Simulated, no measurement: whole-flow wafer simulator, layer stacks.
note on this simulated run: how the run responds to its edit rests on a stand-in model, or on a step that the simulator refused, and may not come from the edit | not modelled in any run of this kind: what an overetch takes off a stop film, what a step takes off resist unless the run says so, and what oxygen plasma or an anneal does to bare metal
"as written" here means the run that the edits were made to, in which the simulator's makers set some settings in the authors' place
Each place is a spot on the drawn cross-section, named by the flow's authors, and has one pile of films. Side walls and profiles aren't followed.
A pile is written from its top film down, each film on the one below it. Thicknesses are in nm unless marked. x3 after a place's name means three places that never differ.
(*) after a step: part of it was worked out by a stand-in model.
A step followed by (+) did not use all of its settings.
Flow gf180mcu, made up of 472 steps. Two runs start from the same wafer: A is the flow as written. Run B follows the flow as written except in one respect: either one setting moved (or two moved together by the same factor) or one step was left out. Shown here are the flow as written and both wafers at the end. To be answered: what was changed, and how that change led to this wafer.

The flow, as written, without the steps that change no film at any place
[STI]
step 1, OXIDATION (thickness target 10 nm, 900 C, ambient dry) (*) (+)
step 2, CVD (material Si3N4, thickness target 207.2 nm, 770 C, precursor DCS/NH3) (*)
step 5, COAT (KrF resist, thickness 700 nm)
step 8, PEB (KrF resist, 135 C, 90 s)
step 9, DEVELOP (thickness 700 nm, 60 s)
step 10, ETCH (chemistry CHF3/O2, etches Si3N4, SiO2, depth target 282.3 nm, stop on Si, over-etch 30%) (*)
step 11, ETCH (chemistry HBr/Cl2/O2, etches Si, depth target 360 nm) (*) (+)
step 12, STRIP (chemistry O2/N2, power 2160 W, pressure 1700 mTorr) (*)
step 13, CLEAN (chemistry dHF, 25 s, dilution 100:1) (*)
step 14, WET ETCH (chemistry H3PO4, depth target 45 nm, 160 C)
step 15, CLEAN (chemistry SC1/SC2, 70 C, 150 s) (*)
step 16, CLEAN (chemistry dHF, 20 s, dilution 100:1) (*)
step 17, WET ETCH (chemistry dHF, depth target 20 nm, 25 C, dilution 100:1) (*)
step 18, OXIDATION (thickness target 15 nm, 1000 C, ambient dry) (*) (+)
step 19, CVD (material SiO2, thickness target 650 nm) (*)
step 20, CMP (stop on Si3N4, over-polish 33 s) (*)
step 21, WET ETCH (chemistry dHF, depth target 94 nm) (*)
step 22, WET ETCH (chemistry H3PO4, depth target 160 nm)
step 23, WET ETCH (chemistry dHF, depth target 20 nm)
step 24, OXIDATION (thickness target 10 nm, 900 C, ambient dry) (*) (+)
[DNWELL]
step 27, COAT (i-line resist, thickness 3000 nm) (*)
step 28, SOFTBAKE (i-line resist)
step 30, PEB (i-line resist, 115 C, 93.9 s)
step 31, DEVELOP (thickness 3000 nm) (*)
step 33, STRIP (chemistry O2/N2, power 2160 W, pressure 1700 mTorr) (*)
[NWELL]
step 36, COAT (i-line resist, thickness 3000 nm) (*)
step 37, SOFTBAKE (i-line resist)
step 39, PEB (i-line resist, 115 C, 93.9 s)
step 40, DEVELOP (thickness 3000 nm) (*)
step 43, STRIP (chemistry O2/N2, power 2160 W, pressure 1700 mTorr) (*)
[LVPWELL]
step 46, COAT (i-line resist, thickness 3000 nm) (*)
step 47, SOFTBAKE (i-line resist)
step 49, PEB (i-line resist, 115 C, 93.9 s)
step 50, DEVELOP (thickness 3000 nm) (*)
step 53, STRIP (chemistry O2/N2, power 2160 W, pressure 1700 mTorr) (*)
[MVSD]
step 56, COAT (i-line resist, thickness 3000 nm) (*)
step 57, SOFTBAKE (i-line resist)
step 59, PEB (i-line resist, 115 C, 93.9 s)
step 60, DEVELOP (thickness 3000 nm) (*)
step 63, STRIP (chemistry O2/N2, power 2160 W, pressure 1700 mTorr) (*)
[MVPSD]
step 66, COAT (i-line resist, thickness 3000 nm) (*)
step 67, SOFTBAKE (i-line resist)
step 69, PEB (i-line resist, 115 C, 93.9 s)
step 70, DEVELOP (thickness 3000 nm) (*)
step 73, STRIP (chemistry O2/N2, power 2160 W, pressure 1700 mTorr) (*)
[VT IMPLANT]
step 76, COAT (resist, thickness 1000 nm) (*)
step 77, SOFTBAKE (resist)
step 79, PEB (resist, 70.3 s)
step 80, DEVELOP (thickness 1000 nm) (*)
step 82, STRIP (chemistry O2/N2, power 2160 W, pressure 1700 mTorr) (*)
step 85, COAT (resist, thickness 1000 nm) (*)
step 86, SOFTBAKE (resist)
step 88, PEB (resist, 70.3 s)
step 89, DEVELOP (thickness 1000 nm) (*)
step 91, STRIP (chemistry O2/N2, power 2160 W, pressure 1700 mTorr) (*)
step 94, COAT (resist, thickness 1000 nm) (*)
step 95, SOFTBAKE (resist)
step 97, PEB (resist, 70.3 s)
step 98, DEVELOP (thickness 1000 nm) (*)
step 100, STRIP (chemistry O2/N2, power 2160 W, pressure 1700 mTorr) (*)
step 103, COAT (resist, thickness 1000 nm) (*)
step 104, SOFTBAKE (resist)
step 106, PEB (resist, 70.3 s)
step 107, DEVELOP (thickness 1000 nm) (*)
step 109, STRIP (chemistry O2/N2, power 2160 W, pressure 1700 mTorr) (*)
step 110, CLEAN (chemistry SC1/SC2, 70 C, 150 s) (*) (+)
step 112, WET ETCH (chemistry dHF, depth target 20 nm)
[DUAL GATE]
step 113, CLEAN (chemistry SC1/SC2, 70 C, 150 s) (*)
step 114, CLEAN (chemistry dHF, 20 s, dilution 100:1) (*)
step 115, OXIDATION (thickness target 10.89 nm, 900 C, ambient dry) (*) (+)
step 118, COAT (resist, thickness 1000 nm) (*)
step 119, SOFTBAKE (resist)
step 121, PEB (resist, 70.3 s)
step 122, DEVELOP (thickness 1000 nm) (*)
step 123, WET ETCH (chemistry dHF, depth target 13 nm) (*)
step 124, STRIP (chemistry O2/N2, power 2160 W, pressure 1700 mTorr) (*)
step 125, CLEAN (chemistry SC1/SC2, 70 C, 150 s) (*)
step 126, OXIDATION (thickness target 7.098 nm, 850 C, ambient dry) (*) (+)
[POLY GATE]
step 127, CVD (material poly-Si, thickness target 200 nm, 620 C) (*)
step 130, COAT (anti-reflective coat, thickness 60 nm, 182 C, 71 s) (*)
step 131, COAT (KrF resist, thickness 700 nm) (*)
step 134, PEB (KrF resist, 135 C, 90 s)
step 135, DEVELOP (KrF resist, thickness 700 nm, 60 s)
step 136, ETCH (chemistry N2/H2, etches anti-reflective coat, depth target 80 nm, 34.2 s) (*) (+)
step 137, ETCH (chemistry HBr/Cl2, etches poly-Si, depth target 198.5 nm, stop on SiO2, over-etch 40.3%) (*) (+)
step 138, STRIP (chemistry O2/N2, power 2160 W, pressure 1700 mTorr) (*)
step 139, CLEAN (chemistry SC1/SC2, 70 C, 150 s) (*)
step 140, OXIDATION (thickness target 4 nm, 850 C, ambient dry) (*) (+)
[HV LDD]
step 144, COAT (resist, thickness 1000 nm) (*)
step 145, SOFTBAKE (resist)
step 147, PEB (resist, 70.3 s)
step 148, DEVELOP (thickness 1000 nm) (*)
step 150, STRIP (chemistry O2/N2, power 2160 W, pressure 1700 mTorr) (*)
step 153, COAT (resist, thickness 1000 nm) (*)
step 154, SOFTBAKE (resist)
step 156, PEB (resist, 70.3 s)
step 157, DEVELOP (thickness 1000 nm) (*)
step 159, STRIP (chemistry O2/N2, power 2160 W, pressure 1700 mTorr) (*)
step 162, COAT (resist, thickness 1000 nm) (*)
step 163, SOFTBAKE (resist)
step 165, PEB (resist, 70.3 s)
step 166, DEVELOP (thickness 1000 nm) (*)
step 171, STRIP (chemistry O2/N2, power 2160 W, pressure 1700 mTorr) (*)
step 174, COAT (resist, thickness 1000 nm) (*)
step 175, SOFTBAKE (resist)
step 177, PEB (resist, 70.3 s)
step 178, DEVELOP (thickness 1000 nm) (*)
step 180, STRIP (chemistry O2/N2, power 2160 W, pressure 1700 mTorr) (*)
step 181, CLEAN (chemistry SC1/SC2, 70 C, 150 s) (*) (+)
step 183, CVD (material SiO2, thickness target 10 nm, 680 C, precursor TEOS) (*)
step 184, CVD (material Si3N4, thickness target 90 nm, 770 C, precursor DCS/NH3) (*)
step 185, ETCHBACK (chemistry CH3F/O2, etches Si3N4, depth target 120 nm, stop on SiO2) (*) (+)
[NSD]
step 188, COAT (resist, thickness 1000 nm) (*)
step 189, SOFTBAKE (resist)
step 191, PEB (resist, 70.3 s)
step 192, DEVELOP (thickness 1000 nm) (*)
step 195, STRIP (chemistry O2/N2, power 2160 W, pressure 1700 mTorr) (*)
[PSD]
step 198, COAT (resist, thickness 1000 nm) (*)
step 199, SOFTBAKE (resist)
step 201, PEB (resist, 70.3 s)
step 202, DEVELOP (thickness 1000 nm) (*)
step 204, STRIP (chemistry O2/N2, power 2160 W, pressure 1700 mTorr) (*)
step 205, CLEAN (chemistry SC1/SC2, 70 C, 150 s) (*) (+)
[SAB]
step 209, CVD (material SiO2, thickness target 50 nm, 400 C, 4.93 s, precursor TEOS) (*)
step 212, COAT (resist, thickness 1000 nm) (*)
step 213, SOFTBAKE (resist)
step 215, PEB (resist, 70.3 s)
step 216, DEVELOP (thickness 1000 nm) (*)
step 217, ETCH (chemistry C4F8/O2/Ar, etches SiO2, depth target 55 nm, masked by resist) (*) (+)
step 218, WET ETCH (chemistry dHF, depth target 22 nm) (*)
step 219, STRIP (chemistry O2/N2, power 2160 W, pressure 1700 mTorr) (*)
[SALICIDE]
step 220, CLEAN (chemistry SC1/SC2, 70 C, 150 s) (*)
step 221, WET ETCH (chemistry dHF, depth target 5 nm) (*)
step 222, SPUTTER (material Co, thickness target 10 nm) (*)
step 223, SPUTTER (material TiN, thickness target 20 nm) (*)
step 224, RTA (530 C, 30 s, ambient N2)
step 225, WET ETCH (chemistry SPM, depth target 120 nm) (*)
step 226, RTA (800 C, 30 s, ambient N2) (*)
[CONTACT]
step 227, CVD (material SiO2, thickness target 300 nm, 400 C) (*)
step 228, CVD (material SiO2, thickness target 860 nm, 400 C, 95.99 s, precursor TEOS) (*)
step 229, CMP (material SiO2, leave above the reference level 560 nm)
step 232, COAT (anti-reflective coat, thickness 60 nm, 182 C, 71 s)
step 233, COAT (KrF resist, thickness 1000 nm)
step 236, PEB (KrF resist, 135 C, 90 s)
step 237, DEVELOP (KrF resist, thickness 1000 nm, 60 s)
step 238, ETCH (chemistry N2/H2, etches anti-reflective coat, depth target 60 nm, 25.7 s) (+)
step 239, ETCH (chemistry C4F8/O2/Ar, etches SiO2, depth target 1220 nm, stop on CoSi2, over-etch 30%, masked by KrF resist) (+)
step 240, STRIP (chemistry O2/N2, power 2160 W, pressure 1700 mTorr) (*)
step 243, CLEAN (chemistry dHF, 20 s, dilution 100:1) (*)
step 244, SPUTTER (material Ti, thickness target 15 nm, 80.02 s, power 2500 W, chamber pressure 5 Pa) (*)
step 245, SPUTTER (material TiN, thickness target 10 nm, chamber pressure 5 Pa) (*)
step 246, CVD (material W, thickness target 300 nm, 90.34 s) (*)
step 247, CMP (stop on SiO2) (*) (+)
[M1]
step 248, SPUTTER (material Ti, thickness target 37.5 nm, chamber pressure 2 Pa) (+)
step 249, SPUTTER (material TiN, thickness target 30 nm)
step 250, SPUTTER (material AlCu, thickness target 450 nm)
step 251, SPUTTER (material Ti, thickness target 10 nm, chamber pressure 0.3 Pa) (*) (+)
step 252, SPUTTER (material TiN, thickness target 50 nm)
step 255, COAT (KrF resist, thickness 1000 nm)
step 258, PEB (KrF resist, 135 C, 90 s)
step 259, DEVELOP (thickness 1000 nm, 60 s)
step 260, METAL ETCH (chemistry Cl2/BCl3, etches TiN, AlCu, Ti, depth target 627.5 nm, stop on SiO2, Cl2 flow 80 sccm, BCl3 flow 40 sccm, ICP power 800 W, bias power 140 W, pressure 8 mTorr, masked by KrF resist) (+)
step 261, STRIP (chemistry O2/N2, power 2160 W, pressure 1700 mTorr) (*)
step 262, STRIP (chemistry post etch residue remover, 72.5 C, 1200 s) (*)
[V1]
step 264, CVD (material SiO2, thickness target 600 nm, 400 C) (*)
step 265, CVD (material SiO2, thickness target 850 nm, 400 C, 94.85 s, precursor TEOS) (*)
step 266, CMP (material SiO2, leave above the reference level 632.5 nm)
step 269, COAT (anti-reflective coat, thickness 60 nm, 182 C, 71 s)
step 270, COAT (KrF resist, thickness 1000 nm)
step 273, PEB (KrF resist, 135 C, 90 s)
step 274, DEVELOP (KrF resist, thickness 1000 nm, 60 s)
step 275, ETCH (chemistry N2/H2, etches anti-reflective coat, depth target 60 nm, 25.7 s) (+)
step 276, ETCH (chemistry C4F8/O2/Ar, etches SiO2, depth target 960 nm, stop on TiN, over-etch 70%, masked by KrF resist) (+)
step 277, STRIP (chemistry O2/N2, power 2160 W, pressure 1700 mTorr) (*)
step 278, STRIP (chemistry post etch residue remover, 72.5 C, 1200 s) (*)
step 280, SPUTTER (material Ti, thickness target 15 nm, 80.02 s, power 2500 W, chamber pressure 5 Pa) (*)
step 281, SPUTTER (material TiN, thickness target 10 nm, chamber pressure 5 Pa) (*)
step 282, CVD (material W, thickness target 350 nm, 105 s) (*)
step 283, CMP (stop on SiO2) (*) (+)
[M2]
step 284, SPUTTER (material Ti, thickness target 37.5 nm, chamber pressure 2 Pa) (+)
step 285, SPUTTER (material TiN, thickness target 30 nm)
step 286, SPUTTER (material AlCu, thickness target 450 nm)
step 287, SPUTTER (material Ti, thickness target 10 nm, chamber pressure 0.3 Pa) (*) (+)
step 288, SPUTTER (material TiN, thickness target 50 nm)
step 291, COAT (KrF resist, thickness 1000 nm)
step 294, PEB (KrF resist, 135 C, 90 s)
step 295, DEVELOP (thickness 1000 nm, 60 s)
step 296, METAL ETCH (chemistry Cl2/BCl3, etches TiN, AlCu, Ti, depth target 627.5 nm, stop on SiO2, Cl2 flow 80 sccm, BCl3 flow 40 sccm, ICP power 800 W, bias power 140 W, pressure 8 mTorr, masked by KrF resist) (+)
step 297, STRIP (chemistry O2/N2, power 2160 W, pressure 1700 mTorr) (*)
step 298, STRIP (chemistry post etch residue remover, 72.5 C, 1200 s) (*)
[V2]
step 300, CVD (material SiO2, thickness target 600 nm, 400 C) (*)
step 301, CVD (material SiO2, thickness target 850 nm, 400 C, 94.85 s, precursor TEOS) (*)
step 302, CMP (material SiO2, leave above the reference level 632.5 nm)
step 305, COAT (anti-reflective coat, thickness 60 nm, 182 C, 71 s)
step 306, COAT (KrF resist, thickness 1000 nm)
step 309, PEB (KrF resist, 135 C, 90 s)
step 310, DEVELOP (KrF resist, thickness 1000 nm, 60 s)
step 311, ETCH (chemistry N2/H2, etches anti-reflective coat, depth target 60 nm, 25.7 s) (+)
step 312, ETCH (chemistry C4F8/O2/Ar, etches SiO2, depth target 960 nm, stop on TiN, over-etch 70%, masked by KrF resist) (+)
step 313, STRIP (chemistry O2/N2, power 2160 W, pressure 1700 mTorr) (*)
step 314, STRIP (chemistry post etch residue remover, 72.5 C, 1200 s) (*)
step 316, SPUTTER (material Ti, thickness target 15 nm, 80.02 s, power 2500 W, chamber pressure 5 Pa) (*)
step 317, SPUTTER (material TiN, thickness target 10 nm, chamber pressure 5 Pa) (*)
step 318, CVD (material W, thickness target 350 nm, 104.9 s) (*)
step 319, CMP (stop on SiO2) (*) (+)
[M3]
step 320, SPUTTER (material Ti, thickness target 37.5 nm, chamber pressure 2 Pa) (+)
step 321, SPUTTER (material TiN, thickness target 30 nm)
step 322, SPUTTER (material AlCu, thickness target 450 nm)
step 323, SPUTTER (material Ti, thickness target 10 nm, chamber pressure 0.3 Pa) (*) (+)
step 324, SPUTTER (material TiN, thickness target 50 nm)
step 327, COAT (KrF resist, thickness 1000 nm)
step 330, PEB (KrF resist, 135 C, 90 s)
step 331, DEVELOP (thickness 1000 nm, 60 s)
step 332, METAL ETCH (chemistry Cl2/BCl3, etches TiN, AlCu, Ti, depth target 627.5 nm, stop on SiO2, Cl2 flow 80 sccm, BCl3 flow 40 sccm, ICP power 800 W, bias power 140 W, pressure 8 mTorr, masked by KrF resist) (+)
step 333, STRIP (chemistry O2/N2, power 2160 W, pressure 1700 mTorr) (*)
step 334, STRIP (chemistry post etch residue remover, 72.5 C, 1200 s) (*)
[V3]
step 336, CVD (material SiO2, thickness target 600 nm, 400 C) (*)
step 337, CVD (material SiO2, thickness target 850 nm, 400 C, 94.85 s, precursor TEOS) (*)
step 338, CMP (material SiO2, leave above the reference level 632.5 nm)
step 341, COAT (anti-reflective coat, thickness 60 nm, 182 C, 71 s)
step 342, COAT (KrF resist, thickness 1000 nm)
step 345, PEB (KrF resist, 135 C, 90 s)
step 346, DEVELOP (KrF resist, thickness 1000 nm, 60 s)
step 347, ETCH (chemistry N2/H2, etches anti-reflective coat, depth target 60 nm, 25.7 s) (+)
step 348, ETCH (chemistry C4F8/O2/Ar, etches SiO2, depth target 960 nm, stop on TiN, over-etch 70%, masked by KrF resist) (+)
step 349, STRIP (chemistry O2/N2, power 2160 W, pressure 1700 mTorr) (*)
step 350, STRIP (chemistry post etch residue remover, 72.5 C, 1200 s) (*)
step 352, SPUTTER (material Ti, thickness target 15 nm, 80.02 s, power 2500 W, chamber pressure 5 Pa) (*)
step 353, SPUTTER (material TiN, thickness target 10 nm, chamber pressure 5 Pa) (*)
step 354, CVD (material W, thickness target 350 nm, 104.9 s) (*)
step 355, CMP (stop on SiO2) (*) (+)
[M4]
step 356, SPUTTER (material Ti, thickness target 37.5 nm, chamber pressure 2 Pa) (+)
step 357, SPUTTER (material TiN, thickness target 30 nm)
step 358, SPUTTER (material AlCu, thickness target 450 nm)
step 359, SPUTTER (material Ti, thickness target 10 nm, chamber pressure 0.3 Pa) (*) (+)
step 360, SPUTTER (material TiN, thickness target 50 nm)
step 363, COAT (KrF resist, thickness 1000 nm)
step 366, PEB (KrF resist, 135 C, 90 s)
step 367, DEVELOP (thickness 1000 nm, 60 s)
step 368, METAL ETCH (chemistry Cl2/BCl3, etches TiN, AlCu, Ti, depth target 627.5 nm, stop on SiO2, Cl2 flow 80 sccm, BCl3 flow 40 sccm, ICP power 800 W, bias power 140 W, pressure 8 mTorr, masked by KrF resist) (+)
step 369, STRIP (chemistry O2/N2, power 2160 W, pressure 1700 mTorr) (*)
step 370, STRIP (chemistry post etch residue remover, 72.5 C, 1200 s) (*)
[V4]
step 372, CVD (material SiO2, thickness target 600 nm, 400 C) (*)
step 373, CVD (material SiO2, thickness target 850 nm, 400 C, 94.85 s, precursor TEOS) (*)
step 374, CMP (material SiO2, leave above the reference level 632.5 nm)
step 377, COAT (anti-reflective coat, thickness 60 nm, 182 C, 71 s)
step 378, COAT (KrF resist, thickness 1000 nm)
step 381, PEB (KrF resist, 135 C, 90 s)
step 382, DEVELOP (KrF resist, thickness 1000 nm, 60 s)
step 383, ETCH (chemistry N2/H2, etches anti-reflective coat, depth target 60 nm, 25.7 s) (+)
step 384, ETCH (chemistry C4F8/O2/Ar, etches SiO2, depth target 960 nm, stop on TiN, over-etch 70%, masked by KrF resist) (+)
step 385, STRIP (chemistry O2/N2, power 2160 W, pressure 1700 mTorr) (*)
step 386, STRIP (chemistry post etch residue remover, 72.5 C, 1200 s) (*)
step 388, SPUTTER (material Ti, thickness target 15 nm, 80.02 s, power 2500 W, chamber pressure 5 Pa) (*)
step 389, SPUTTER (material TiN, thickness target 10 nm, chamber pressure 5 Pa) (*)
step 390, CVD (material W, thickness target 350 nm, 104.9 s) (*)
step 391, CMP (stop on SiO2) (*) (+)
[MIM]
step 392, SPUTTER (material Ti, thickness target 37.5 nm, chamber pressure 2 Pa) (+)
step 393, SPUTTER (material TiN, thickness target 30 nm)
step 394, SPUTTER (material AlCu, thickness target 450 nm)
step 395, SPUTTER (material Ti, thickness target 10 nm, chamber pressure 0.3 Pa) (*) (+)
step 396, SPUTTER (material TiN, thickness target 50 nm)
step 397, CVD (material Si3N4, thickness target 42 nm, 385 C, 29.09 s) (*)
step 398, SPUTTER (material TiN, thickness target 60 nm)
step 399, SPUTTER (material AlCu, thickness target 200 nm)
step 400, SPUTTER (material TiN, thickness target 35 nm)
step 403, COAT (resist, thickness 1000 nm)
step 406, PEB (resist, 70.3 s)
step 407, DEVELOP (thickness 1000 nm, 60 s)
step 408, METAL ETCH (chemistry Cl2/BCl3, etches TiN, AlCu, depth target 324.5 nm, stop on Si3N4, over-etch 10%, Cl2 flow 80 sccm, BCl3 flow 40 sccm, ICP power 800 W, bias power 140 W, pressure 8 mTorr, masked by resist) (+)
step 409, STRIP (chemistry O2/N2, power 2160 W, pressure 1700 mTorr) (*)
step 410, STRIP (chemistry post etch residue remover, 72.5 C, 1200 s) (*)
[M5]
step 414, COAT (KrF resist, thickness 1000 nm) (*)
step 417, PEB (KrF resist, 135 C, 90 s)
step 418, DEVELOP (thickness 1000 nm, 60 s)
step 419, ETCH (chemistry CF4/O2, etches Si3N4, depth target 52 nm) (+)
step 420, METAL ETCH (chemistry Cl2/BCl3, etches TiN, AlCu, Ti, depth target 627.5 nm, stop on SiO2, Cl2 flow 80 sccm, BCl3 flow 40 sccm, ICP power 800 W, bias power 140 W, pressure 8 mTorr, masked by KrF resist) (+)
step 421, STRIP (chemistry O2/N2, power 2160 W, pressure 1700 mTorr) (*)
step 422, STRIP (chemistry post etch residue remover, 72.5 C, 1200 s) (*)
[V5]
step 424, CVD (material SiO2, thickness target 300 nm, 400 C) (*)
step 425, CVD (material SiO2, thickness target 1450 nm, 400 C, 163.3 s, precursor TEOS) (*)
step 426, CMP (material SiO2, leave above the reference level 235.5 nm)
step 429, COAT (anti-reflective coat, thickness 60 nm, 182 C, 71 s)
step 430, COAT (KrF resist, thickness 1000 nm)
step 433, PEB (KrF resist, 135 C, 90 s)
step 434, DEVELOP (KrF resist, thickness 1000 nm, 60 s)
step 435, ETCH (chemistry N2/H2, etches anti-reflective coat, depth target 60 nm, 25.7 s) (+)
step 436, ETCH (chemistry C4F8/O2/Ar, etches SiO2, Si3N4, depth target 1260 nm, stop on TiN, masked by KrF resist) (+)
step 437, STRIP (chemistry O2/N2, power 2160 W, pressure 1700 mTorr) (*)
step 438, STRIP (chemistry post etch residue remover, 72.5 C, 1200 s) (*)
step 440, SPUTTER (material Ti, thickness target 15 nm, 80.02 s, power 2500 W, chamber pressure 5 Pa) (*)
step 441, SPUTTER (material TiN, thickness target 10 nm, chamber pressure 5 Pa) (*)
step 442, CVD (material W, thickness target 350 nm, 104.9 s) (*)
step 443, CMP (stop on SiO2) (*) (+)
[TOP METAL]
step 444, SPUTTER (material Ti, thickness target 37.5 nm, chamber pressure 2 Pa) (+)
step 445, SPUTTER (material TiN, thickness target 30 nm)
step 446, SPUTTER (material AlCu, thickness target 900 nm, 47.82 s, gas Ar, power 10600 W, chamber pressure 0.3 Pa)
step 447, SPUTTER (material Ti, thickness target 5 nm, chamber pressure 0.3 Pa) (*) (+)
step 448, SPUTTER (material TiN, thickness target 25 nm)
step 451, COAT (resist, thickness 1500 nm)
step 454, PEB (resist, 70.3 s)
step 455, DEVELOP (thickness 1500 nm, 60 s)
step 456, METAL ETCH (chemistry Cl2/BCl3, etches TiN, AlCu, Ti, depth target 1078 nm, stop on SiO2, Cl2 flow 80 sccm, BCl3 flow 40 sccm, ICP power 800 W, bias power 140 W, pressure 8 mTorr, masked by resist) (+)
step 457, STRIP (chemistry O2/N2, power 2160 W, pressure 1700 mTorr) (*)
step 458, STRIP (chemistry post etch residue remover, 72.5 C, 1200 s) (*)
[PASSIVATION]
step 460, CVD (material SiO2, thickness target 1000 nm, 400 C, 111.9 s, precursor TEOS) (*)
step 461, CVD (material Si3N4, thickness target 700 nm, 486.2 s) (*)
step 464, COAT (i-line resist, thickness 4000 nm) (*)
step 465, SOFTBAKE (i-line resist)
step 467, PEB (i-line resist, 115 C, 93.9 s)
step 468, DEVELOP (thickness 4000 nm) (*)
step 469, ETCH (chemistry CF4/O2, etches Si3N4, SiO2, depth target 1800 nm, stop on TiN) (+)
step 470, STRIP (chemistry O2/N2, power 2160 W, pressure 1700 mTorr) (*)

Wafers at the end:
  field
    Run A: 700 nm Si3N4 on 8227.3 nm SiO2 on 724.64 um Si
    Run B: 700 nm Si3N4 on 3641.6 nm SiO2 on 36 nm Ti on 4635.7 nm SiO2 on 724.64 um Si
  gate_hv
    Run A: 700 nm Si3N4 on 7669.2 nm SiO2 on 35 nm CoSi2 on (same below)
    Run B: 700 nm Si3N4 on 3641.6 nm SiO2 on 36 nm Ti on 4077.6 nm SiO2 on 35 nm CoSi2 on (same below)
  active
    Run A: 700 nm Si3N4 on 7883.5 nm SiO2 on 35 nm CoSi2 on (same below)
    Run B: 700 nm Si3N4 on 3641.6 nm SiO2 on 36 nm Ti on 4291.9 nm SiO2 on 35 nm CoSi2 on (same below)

The reason: step 358, SPUTTER: thickness target 536 nm was run, whereas the flow has thickness target 450 nm.

Step by step, how the change led to this:
  step 358, SPUTTER (material AlCu, thickness target 450 nm)
      field, field__w1, field__w2 and 108 more: A AlCu gains 450 (new film) | B AlCu gains 536 (new film)
  step 368, METAL ETCH (chemistry Cl2/BCl3, etches TiN, AlCu, Ti, depth target 627.5 nm, stop on SiO2, Cl2 flow 80 sccm, BCl3 flow 40 sccm, ICP power 800 W, bias power 140 W, pressure 8 mTorr, masked by KrF resist) (+)
      field, field__w1, field__w2 and 103 more: A TiN loses 50 (all of it), Ti loses 10 (all of it), AlCu loses 450 (all of it), TiN loses 30 (all of it), Ti loses 37.5 (all of it) | B TiN loses 50 (all of it), Ti loses 10 (all of it), AlCu loses 536 (all of it), TiN loses 30 (all of it), Ti loses 1.5
  step 372, CVD (material SiO2, thickness target 600 nm, 400 C) (*)
      field, field__w1, field__w2 and 103 more: A SiO2 gains 600 | B SiO2 gains 600 (new film)
  step 374, CMP (material SiO2, leave above the reference level 632.5 nm)
      field, field__w1, field__w2 and 103 more: A SiO2 loses 300 | B SiO2 loses 250
Taking metal films that touch as one body, field has 1 body; the flow as written gives 0 bodies.
Taking metal films that touch as one body, gate_hv has 2 bodies (between them, from the top down: SiO2 4077.6); the flow as written gives 1 body.
Taking metal films that touch as one body, active has 2 bodies (between them, from the top down: SiO2 4291.9); the flow as written gives 1 body.
